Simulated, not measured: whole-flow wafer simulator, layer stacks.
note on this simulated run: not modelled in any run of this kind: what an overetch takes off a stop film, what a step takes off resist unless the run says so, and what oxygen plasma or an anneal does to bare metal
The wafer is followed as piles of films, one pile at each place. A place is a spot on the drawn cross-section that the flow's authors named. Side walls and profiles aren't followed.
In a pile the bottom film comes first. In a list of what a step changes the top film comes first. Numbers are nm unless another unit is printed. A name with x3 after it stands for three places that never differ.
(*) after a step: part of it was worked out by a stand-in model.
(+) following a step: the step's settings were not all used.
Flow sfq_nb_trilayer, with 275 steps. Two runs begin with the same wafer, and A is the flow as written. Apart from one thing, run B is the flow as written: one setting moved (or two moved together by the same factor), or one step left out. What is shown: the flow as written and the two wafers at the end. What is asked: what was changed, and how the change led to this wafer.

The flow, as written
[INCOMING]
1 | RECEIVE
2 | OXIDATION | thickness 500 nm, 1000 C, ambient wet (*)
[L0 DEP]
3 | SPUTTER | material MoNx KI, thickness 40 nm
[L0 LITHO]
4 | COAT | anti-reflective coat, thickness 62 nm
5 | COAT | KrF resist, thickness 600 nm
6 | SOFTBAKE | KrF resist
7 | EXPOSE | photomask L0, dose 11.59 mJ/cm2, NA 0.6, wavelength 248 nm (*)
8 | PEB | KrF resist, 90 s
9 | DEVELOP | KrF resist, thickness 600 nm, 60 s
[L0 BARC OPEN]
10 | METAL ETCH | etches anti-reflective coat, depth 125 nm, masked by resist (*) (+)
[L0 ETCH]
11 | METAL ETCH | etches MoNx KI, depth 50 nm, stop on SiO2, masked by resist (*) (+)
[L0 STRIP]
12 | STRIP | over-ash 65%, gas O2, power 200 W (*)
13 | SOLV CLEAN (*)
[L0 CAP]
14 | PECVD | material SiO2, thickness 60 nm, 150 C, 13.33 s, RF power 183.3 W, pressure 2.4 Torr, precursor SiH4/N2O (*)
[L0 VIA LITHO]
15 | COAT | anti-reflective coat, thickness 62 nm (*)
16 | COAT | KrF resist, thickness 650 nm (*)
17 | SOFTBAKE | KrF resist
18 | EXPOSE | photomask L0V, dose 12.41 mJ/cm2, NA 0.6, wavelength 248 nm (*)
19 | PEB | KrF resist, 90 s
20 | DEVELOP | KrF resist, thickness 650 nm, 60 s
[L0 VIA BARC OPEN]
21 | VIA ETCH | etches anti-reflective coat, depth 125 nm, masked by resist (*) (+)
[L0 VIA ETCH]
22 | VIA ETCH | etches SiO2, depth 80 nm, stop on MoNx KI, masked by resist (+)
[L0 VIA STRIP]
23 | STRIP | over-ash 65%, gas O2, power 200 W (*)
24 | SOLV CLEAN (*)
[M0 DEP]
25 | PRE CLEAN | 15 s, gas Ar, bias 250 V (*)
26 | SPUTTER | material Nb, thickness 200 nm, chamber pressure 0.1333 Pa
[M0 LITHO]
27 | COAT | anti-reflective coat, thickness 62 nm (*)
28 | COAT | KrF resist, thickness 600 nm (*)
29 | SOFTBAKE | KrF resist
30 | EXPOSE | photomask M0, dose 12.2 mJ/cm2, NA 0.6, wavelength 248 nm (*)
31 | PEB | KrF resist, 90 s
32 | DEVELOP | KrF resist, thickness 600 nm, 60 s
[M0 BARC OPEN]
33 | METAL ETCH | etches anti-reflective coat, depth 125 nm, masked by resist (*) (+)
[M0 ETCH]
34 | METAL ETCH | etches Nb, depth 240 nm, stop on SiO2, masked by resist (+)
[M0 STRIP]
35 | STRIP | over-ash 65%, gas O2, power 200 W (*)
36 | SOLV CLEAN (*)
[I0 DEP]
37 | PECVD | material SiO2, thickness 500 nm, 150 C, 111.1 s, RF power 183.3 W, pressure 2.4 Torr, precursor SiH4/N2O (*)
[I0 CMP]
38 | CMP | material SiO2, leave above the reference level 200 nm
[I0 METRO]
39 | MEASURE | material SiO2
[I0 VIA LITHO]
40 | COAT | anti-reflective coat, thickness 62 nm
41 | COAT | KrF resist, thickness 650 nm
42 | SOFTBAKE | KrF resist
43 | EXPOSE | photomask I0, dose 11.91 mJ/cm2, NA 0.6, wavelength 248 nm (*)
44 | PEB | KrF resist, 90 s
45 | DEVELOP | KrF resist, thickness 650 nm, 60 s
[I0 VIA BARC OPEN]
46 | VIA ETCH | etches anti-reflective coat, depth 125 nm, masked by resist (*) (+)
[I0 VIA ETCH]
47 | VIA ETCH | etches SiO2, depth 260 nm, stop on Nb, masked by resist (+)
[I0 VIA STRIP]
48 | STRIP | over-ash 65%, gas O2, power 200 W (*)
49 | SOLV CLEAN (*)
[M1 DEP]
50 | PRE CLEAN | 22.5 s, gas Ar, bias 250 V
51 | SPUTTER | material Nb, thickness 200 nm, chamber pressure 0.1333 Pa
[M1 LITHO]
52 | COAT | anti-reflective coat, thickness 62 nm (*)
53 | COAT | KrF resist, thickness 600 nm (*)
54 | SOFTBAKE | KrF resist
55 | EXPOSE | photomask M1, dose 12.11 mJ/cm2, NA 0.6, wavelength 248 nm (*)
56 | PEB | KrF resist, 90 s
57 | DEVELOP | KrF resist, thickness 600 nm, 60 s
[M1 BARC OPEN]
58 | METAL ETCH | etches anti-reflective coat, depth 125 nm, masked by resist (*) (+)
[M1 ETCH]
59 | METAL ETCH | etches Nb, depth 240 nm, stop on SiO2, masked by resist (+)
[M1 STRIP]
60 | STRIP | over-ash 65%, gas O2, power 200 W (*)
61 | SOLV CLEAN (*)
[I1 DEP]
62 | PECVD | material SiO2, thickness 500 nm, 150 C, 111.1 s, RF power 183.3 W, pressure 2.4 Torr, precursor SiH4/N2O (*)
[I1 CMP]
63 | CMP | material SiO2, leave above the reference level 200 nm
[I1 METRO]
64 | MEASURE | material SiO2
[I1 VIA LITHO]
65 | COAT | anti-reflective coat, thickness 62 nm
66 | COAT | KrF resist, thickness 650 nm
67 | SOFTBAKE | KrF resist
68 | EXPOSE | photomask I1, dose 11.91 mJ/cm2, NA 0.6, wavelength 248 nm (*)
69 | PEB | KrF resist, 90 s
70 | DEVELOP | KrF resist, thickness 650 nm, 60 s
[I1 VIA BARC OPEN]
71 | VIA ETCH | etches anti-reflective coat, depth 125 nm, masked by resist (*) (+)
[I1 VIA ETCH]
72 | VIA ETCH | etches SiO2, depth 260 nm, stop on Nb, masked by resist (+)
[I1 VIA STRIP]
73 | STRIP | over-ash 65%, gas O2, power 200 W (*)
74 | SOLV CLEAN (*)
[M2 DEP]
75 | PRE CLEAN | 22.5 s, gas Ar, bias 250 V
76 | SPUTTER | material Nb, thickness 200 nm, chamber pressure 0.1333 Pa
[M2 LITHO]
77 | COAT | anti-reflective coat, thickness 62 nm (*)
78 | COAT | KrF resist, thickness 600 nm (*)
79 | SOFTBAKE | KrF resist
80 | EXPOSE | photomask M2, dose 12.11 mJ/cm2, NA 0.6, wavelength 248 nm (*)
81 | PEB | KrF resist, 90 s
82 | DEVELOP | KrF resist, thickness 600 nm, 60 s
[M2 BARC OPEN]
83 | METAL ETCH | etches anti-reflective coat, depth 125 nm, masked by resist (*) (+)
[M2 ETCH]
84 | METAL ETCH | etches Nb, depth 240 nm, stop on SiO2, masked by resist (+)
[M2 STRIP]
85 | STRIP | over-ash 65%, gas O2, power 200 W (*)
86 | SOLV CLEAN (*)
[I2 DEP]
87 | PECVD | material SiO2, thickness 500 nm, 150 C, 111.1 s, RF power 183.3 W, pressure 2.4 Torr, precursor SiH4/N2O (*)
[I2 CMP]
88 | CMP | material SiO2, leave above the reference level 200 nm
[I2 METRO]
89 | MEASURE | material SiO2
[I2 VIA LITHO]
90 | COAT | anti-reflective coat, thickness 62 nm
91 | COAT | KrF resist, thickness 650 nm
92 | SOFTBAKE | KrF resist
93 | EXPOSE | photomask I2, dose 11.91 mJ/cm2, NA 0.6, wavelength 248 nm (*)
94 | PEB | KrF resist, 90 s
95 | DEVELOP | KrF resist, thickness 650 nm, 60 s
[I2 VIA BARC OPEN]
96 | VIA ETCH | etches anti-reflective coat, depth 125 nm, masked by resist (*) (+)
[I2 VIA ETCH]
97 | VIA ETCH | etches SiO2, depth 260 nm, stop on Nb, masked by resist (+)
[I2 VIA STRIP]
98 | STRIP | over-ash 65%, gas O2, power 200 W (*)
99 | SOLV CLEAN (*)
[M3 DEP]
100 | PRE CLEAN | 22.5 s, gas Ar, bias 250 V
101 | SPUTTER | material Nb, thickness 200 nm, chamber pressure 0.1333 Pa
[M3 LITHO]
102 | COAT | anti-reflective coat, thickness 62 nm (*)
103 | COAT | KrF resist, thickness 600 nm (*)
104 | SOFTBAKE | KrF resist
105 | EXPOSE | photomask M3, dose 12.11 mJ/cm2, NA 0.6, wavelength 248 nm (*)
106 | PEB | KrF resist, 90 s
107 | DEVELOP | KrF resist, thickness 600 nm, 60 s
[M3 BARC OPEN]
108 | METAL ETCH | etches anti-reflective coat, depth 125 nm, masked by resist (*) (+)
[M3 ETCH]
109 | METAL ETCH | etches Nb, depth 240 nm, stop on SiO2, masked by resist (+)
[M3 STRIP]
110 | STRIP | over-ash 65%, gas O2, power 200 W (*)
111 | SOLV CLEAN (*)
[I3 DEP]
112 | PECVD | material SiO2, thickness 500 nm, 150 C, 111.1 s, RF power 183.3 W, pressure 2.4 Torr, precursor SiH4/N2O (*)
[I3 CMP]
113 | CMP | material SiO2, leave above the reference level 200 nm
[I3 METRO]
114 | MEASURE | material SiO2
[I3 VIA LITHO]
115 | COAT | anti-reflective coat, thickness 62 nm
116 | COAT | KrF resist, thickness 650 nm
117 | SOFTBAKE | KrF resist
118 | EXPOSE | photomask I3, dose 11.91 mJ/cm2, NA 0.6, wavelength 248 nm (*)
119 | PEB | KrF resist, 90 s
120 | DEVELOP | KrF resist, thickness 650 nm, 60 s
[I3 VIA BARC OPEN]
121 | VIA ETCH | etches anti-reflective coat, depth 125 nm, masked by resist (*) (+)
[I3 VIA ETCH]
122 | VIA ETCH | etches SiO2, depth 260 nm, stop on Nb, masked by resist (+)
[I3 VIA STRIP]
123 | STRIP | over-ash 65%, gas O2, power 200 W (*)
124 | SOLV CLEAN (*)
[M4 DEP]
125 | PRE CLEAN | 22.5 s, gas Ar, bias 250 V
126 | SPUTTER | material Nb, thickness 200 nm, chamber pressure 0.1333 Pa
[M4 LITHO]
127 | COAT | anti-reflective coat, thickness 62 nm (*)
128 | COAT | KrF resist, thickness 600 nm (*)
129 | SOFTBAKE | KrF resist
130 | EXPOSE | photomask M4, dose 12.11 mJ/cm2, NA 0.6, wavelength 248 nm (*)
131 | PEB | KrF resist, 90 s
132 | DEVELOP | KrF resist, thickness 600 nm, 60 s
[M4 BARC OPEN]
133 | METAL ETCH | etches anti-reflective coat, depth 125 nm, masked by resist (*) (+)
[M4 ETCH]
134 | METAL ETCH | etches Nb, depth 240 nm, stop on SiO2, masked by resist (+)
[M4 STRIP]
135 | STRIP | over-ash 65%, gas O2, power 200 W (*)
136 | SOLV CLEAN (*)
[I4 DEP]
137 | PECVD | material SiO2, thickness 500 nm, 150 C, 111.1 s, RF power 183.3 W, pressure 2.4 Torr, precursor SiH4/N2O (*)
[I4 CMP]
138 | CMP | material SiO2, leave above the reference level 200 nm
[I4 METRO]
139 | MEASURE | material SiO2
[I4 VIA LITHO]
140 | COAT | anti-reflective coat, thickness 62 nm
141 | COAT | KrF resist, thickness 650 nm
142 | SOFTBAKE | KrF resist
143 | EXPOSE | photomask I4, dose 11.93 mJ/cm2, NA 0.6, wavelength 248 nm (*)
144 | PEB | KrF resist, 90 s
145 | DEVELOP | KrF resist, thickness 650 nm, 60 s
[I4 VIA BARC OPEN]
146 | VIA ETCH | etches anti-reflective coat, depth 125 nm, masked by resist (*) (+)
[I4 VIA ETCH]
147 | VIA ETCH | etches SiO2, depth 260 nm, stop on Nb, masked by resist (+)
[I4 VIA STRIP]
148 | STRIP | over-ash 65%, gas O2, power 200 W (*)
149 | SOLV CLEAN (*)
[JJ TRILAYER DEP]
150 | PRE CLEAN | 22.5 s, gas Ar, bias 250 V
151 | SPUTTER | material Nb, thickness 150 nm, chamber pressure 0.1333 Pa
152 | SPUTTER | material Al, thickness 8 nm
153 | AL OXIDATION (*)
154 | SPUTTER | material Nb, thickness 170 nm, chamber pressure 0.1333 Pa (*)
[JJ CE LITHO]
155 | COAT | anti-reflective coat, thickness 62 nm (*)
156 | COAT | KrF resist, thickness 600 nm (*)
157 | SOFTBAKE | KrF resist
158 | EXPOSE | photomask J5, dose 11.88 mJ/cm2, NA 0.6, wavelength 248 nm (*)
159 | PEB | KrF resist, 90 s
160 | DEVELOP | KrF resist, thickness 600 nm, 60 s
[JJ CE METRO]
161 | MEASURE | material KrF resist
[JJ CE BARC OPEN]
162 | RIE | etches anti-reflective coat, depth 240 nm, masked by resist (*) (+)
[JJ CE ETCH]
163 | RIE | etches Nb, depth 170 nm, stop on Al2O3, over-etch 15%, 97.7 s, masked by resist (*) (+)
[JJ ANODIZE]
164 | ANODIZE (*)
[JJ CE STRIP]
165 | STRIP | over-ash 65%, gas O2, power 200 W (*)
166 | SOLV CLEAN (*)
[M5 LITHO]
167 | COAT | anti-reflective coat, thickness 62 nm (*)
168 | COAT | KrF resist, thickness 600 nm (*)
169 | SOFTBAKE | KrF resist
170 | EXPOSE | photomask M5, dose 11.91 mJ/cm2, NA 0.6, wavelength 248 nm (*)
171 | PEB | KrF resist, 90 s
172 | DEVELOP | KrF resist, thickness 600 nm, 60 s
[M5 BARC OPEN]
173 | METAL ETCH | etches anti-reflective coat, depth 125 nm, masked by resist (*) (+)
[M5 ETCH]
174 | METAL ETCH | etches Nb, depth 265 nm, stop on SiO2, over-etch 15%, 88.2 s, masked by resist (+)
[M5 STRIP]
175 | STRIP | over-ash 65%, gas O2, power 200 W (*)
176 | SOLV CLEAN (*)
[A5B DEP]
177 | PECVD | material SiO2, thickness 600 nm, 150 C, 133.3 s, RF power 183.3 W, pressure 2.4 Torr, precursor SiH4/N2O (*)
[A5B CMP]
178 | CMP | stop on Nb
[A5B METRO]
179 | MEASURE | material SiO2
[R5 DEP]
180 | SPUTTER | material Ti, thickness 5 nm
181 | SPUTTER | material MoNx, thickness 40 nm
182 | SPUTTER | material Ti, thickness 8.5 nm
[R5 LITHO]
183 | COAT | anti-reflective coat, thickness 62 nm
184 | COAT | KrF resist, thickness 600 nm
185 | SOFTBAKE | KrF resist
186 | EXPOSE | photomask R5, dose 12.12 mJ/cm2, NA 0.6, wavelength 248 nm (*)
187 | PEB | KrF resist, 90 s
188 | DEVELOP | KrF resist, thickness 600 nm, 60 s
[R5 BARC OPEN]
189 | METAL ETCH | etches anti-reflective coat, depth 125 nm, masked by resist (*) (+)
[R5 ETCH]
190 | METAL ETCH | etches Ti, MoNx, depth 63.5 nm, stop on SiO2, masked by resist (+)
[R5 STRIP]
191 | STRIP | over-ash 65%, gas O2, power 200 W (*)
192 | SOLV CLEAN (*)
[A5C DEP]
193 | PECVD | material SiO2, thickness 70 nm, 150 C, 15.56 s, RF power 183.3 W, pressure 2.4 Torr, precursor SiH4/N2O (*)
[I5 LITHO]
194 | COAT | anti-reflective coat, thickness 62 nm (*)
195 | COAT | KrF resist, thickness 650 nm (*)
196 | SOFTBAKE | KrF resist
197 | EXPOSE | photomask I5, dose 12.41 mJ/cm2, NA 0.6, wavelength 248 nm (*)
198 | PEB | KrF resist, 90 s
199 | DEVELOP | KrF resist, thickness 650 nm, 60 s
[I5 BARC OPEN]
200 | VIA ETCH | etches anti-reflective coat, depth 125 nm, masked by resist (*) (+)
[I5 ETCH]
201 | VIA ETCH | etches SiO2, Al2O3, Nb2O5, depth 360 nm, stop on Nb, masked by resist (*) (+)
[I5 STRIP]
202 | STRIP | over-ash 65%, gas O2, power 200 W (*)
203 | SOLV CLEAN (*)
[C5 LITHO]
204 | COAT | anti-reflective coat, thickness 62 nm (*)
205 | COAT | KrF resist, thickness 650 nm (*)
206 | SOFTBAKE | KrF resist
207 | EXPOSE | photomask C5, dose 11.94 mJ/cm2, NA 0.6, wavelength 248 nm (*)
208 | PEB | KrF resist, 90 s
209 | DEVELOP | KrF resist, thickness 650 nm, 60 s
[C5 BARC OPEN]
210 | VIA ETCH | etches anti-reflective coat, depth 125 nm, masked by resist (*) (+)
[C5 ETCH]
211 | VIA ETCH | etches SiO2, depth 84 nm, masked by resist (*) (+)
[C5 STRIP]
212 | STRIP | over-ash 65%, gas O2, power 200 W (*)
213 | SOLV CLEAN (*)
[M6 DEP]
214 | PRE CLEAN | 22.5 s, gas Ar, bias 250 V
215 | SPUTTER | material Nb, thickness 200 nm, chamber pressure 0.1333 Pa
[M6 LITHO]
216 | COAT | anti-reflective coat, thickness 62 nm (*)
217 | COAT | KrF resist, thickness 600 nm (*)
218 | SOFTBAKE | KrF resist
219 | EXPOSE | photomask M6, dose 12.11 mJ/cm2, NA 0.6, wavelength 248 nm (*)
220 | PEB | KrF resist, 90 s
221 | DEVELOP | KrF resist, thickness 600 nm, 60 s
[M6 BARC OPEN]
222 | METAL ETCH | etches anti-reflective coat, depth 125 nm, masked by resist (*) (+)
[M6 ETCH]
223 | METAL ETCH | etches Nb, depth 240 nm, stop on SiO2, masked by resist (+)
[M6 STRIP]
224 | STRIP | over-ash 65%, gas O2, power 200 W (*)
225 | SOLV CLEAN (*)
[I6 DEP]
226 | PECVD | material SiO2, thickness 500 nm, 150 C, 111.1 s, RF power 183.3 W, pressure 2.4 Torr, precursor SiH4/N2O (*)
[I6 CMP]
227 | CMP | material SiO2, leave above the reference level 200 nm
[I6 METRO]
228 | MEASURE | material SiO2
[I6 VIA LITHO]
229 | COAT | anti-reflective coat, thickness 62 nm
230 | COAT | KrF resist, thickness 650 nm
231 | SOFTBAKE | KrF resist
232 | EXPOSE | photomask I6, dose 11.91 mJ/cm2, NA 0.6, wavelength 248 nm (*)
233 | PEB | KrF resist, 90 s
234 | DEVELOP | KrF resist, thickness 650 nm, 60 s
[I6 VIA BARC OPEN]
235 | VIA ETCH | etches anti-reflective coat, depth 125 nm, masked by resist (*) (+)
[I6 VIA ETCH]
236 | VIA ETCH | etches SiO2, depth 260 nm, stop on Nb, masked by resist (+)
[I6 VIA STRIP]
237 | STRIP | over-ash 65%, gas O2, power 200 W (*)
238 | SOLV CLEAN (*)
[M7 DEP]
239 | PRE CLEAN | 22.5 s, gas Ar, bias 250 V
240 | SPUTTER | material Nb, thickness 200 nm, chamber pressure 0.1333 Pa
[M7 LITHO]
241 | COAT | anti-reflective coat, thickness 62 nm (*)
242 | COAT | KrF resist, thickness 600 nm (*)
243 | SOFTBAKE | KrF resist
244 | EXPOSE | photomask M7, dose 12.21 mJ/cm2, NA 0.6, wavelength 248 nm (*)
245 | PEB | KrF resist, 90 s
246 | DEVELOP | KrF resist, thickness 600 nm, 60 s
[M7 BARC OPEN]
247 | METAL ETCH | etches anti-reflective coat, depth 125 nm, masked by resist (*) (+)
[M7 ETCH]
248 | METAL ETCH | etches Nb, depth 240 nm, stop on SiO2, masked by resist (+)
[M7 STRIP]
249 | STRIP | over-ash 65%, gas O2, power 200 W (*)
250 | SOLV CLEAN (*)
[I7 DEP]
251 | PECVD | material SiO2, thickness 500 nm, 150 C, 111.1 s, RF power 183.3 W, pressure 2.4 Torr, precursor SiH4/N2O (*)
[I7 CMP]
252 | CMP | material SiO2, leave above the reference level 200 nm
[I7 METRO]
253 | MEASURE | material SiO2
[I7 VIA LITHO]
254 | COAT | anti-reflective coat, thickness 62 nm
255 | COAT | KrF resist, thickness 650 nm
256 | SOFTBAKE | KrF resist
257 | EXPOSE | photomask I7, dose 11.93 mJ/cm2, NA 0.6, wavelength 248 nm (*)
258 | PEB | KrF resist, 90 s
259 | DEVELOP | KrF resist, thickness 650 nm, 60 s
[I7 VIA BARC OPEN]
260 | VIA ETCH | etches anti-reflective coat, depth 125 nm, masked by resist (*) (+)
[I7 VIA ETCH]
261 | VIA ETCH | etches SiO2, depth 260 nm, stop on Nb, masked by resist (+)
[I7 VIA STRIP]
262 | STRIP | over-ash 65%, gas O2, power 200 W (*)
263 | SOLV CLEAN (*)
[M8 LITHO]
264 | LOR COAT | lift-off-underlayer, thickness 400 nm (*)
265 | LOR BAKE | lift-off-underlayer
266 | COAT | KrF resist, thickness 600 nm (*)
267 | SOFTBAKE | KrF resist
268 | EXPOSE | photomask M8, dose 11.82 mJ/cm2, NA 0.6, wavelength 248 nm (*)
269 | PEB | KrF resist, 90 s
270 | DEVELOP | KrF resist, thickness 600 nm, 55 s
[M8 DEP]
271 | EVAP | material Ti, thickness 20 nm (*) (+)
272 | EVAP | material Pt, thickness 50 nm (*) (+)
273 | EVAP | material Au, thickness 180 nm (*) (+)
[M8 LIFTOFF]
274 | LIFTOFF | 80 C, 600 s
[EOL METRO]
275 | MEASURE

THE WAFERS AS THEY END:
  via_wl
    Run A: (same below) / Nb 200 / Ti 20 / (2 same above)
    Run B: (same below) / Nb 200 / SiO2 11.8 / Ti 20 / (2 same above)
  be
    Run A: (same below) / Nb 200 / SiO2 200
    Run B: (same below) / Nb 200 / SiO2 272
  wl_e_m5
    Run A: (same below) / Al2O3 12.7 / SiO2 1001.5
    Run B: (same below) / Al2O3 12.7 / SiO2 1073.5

The reason: step 252, CMP: leave above the reference level 272 nm was run, though the flow has leave above the reference level 200 nm.
One can read it off the wafer: be has SiO2 272, and step 252 as written asks for 200 nm.

How this came from the change, step by step:
  252 | CMP | material SiO2, leave above the reference level 200 nm
      field_l, p4_fl x3, p4_w1 x9 and 46 more: A -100 SiO2 | B -28 SiO2
      v_sur, via_wl, via_w and 37 more: A -300 SiO2 | B -228 SiO2
      (as well as at 7 more places)
  261 | VIA ETCH | etches SiO2, depth 260 nm, stop on Nb, masked by resist (+)
      via_wl, via_w, via_wr: A -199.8 SiO2 (all of it) | B -260 SiO2
  264 | LOR COAT | lift-off-underlayer, thickness 400 nm (*)
      via_wl, via_wr: A +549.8 lift-off-underlayer (new film) | B +594.8 lift-off-underlayer (new film)
      v_sur: A +369.4 lift-off-underlayer (new film) | B +360.2 lift-off-underlayer (new film)
      (as well as at 1 more place)
  270 | DEVELOP | KrF resist, thickness 600 nm, 55 s
      v_sur: A -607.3 KrF resist (all of it), -369.4 lift-off-underlayer (all of it) | B -609.9 KrF resist (all of it), -360.2 lift-off-underlayer (all of it)
      via_wl: A -623.9 KrF resist (all of it), -549.8 lift-off-underlayer (all of it) | B -631.4 KrF resist (all of it), -594.8 lift-off-underlayer (all of it)
      (as well as at 2 more places)
Taking metal films that touch as one body, via_wl has 8 bodies (between them, from the top down: SiO2 11.8; SiO2 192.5; SiO2 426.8 / Al2O3 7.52 / Nb2O5 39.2; SiO2 192.5; SiO2 192.5; SiO2 192.5; SiO2 192.5); the flow as written gives 7 bodies (between them, from the top down: SiO2 192.5; SiO2 426.8 / Al2O3 7.52 / Nb2O5 39.2; SiO2 192.5; SiO2 192.5; SiO2 192.5; SiO2 192.5).
